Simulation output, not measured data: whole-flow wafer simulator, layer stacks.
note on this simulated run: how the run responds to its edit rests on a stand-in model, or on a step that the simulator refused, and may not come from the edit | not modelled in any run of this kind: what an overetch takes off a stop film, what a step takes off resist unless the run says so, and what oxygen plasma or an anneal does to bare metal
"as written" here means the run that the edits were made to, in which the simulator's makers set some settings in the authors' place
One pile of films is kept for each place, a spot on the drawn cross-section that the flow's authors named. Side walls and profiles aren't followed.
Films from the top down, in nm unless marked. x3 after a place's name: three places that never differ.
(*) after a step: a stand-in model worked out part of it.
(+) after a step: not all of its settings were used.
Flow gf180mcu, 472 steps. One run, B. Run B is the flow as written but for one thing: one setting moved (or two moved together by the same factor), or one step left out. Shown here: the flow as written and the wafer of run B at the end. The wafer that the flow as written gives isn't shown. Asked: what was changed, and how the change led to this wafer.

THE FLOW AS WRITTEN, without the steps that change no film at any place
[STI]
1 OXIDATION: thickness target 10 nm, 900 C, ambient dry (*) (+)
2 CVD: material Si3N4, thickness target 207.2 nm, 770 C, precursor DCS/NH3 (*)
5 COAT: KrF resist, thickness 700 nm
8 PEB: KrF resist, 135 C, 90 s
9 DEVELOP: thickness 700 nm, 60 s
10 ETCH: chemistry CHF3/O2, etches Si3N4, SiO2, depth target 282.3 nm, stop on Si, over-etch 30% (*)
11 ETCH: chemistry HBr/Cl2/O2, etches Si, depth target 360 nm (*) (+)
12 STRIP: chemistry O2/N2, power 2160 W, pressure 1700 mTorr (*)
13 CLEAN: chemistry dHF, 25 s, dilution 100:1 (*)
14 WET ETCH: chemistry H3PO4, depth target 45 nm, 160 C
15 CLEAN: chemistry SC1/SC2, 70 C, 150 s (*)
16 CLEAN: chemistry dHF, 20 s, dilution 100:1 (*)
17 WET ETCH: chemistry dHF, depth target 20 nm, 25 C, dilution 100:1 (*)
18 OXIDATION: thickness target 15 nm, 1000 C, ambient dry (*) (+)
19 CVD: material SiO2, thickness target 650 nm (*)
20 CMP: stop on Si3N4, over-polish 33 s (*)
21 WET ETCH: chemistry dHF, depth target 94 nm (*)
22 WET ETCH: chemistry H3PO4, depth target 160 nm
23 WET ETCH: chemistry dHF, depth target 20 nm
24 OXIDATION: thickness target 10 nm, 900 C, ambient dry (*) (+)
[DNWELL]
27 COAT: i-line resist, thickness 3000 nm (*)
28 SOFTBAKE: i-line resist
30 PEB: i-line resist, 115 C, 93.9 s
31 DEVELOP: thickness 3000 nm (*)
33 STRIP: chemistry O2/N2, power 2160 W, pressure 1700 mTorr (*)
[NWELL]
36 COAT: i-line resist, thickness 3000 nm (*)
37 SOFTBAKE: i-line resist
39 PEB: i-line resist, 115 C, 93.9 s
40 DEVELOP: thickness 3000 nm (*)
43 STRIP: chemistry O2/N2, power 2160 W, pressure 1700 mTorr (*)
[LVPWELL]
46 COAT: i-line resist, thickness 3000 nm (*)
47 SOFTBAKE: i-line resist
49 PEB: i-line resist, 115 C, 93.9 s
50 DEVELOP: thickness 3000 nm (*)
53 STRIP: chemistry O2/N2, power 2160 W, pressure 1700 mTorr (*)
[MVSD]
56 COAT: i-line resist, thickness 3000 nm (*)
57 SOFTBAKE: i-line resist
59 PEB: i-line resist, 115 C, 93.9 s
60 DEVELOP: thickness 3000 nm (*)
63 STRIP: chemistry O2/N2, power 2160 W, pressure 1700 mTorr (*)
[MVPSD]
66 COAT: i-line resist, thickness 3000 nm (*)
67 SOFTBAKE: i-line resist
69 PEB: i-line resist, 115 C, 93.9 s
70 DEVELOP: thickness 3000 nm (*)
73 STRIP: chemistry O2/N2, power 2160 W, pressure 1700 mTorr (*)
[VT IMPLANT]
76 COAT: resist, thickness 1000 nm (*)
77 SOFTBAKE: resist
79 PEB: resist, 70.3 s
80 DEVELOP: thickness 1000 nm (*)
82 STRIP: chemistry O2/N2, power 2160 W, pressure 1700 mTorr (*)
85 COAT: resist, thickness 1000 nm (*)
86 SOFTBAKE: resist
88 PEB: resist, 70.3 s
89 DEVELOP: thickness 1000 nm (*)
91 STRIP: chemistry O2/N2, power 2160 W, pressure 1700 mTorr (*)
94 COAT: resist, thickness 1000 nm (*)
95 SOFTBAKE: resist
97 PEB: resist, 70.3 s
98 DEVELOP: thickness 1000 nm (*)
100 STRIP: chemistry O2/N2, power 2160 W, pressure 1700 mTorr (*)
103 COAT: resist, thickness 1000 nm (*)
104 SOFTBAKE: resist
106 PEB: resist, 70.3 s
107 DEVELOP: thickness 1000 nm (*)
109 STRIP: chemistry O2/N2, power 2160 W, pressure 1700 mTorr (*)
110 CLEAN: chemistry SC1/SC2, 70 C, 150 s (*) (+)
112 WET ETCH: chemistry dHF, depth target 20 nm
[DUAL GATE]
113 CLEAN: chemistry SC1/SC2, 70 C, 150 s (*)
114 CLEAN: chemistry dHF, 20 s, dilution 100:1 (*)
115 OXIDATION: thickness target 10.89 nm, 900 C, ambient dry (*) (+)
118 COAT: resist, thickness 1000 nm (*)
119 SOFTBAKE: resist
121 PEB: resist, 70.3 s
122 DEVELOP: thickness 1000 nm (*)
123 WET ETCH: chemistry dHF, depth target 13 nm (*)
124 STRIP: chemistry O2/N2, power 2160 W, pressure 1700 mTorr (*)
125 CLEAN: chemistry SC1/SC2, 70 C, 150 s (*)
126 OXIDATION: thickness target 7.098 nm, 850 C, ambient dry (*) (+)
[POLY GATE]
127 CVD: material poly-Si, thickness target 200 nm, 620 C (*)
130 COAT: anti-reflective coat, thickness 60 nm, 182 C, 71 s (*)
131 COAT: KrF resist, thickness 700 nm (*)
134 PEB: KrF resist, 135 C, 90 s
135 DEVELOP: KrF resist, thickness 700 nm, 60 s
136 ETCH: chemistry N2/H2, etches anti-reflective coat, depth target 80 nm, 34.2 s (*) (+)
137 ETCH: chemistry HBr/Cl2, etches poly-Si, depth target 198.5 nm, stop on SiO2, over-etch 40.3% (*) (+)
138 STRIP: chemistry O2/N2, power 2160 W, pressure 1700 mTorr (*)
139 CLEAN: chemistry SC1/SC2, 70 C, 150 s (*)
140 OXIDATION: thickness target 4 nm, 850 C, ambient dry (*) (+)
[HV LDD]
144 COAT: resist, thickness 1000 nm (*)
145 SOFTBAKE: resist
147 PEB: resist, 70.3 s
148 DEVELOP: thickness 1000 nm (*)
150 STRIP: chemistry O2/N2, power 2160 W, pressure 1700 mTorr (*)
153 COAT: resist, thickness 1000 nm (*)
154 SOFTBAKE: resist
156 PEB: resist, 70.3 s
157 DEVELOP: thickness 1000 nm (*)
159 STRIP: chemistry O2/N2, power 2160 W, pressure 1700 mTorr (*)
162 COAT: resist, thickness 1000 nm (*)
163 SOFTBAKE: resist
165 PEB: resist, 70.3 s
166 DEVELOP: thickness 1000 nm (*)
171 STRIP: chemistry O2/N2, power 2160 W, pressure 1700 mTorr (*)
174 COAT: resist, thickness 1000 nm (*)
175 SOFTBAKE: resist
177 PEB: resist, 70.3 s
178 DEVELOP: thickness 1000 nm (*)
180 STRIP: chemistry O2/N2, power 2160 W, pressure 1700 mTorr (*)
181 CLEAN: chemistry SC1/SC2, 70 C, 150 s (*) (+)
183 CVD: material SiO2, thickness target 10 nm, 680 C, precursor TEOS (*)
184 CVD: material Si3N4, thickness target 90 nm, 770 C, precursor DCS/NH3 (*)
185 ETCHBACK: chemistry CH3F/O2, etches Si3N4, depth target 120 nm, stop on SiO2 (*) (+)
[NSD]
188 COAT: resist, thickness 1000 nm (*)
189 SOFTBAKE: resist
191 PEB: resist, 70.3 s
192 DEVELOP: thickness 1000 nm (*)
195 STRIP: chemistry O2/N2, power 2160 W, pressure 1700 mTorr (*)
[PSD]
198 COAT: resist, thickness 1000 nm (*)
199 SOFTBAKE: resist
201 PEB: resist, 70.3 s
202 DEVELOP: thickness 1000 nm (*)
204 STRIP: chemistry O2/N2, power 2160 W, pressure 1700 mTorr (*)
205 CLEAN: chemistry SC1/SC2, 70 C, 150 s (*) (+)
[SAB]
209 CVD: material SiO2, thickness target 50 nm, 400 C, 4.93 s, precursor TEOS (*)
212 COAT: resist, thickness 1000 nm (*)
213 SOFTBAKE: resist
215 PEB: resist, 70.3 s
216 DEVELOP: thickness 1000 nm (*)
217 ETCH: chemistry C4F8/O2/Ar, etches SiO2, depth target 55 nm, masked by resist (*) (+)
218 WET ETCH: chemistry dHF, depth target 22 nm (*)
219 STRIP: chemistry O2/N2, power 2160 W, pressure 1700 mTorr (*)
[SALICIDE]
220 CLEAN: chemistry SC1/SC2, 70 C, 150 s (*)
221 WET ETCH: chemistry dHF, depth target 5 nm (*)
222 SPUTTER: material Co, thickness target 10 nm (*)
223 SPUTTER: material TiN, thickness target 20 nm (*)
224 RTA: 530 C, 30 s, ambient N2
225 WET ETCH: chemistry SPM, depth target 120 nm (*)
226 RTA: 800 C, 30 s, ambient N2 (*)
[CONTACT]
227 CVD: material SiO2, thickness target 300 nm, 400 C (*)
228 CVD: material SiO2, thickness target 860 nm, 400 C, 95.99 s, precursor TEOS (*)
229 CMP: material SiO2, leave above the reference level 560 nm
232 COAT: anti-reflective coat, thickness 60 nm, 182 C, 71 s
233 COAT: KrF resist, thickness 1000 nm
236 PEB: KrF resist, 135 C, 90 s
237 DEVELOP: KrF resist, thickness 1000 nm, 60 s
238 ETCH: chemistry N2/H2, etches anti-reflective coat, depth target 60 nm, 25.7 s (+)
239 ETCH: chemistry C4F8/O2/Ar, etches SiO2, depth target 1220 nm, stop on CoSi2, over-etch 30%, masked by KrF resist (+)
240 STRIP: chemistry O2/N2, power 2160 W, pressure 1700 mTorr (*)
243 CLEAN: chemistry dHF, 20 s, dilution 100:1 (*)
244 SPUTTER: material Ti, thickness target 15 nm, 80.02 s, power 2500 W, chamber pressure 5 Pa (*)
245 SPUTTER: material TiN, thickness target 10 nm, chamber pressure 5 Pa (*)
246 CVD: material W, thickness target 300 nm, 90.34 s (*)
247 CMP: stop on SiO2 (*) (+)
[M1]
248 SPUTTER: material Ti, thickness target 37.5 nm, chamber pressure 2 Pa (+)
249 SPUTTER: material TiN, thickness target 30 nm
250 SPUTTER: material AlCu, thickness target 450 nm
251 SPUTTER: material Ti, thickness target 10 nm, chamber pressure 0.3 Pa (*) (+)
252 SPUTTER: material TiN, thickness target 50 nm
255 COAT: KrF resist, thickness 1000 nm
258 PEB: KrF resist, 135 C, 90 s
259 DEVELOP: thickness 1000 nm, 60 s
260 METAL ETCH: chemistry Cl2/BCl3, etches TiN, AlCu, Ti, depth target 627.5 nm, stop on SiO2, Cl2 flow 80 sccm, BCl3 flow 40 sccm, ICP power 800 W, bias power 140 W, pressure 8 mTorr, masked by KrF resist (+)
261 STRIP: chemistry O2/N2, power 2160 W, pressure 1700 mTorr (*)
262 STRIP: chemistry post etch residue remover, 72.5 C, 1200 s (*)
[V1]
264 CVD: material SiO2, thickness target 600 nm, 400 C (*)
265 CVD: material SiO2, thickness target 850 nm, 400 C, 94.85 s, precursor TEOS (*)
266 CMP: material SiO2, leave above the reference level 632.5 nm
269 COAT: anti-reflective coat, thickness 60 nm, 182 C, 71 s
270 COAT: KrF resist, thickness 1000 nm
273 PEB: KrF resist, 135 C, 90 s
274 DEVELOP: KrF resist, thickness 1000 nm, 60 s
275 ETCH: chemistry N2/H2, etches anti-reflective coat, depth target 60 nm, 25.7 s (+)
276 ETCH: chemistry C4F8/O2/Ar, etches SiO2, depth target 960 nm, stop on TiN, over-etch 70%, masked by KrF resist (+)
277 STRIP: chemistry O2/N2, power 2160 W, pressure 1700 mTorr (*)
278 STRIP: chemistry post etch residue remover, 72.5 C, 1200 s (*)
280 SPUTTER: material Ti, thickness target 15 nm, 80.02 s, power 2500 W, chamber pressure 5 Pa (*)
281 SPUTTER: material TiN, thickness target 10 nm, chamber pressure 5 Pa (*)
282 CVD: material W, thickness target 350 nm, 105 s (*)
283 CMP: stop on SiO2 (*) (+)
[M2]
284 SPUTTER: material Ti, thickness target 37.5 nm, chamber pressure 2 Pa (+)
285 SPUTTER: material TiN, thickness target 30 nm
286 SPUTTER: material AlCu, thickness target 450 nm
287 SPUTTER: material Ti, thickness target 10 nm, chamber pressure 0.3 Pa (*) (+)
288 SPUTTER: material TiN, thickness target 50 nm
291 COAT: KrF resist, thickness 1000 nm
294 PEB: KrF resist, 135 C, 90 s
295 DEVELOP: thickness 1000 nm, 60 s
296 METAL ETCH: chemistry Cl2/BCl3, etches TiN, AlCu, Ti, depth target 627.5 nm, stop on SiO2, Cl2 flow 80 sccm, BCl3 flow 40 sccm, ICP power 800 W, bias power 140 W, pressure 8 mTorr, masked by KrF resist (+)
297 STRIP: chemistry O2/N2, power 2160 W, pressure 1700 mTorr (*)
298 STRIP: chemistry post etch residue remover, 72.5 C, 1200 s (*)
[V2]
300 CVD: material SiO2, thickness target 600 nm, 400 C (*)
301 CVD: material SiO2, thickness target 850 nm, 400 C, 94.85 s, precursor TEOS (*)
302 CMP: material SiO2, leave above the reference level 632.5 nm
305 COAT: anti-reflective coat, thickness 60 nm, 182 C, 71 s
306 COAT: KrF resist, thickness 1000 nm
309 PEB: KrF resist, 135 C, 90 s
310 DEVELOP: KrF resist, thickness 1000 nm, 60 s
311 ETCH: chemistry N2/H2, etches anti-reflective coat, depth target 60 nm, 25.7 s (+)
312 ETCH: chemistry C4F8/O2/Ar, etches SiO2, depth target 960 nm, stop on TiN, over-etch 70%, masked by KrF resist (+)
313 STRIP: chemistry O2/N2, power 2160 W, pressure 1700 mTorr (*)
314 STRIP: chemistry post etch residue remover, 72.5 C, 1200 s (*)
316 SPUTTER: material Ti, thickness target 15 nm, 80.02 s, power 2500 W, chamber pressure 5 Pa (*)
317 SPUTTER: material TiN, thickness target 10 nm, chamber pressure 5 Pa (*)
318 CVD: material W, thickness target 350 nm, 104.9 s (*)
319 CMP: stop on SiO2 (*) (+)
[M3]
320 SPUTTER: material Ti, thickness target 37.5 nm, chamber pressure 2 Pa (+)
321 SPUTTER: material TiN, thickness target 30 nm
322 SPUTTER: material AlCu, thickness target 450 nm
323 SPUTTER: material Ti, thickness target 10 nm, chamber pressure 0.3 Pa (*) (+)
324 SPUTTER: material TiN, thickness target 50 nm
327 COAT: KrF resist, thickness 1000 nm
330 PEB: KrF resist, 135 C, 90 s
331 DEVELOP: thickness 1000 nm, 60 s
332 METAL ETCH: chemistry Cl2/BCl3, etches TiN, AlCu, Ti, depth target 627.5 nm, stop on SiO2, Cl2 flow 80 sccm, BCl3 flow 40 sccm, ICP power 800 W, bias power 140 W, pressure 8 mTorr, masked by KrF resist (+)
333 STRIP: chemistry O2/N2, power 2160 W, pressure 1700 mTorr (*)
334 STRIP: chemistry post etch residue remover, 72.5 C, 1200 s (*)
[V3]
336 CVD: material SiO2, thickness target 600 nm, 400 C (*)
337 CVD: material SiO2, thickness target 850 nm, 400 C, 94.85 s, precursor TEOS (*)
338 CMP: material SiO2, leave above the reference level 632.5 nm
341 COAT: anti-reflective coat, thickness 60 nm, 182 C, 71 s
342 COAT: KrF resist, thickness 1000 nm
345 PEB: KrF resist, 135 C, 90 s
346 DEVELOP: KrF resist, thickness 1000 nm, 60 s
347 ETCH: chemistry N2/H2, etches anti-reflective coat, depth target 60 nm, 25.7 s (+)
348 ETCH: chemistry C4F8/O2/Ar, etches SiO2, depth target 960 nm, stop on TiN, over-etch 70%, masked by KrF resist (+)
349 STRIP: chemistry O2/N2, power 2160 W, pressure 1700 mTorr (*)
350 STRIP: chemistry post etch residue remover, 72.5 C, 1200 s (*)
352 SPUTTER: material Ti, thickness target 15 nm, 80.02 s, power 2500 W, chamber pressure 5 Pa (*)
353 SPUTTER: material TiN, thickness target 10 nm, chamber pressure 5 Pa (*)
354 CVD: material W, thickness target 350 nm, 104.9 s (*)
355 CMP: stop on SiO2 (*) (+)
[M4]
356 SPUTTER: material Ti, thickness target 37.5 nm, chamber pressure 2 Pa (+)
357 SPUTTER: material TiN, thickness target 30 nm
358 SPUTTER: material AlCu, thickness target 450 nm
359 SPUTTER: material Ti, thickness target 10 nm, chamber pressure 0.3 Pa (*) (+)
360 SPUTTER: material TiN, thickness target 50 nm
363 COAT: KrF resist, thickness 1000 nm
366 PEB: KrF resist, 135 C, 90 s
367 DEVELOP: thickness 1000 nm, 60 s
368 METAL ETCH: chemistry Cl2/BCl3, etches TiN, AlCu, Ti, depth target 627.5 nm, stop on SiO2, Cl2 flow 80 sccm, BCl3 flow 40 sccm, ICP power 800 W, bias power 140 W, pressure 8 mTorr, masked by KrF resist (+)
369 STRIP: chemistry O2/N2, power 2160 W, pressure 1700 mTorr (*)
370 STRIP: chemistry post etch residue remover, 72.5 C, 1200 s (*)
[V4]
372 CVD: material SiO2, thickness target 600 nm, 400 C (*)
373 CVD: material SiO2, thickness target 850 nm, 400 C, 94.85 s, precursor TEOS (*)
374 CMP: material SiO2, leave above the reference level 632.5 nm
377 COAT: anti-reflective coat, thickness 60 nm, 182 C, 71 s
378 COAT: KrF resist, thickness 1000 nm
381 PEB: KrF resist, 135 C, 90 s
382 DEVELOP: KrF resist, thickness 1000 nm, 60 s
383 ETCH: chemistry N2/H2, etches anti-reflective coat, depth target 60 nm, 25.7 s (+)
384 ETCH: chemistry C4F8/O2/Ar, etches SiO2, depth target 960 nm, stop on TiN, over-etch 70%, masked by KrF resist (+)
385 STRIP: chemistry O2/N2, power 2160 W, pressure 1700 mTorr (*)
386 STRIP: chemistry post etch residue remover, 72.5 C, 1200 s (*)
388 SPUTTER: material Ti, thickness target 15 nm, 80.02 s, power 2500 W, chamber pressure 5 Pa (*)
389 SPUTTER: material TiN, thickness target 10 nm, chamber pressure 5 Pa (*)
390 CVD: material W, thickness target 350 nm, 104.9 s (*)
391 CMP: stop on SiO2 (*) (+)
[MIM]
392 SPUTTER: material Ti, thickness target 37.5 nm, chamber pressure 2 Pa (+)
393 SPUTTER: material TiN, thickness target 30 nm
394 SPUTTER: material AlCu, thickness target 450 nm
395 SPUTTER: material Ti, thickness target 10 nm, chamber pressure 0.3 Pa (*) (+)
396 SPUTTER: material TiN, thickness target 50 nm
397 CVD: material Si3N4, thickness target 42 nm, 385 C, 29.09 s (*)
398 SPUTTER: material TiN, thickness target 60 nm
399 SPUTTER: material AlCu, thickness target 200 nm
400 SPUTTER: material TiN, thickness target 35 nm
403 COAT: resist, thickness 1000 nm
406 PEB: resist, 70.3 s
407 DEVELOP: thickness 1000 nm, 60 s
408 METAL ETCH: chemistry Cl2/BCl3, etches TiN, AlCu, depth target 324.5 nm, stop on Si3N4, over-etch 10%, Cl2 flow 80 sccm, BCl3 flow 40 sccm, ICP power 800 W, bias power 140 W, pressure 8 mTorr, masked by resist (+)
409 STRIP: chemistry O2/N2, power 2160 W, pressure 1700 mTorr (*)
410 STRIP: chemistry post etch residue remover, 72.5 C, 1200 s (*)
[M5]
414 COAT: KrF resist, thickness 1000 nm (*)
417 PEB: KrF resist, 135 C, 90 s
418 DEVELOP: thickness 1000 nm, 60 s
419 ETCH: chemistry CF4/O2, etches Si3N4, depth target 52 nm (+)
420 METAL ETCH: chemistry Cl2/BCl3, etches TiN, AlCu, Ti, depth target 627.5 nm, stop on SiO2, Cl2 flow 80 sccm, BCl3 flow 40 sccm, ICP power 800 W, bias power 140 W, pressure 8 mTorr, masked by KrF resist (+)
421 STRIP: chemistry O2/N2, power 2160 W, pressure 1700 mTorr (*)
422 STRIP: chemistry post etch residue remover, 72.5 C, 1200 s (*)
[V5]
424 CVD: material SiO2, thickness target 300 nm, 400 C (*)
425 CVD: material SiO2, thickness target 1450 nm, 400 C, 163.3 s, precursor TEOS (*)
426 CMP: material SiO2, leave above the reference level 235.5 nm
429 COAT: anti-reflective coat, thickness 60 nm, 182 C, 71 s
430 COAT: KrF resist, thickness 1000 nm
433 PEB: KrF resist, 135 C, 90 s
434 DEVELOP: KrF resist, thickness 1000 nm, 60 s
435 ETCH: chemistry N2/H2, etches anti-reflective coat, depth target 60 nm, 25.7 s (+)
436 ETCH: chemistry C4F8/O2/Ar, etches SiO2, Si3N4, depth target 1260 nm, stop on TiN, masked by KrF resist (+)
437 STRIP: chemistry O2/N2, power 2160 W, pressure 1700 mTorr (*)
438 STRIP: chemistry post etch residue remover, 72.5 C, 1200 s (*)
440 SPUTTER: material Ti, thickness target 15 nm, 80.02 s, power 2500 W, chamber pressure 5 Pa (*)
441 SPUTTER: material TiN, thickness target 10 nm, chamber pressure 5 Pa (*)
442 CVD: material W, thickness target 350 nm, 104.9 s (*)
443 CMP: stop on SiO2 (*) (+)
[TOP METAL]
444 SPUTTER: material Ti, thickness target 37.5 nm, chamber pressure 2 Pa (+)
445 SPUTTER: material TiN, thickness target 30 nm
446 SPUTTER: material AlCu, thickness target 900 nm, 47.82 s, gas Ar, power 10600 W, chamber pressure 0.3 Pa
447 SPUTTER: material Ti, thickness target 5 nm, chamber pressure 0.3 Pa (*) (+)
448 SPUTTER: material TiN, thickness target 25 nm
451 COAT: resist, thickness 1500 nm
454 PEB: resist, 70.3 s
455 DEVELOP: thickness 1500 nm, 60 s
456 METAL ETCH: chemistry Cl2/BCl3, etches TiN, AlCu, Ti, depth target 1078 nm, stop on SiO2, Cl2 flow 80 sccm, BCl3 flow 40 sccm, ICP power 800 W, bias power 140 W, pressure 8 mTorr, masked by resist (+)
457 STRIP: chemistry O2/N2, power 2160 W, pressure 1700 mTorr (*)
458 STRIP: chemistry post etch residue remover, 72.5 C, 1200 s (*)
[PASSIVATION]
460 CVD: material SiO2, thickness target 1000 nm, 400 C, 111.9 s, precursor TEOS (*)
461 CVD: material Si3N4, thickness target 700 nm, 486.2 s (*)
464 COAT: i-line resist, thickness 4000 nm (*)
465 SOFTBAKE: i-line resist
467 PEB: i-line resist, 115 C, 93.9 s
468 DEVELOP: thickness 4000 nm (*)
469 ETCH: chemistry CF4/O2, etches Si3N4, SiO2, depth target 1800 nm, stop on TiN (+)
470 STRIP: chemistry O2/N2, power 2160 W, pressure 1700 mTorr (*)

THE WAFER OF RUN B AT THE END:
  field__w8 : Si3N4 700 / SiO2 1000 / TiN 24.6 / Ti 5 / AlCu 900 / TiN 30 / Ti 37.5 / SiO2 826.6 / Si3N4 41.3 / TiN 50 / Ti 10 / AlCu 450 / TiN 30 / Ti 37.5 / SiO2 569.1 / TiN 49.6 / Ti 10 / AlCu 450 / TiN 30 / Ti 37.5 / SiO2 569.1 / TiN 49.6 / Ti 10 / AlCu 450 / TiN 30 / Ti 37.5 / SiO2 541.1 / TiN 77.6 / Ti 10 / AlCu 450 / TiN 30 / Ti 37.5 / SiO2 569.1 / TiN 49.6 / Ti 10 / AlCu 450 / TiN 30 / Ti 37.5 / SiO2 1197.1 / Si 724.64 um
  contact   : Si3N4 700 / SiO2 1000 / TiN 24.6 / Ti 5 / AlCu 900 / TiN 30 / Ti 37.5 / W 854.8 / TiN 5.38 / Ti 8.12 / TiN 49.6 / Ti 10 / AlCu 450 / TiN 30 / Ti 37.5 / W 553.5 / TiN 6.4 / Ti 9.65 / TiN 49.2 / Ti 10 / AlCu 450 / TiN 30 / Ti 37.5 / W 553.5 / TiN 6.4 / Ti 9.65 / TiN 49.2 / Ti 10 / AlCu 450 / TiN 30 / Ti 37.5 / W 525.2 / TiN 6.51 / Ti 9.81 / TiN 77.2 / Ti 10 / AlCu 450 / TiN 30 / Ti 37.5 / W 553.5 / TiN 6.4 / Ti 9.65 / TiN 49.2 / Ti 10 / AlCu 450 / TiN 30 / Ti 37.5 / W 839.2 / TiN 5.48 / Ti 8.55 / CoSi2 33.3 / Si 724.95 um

The cause: step 288, SPUTTER: thickness target 78 nm was run, where the flow has thickness target 50 nm.

How the change led to this, step by step:
  288 SPUTTER: material TiN, thickness target 50 nm
      field, field__w1, field__w2 and 108 more: TiN +78 (new film) (as written it would be: TiN +50 (new film))
  296 METAL ETCH: chemistry Cl2/BCl3, etches TiN, AlCu, Ti, depth target 627.5 nm, stop on SiO2, Cl2 flow 80 sccm, BCl3 flow 40 sccm, ICP power 800 W, bias power 140 W, pressure 8 mTorr, masked by KrF resist (+)
      field, field__w1, field__w2 and 103 more: TiN -78 (all of it), Ti -10 (all of it), AlCu -450 (all of it), TiN -30 (all of it), Ti -37.5 (all of it) (as written it would be: TiN -50 (all of it), Ti -10 (all of it), AlCu -450 (all of it), TiN -30 (all of it), Ti -37.5 (all of it))
  302 CMP: material SiO2, leave above the reference level 632.5 nm
      field__w8, contact, m1, m1__w1, m1_nw: SiO2 -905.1 (as written it would be: SiO2 -877.1)
  312 ETCH: chemistry C4F8/O2/Ar, etches SiO2, depth target 960 nm, stop on TiN, over-etch 70%, masked by KrF resist (+)
      field, field__w1, field__w2 and 107 more: KrF resist -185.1 (as written it would be: KrF resist -192)
      contact: SiO2 -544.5 (all of it) (as written it would be: SiO2 -572.5 (all of it))
  318 CVD: material W, thickness target 350 nm, 104.9 s (*)
      contact: W +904 (new film) (as written it would be: W +932.3 (new film))
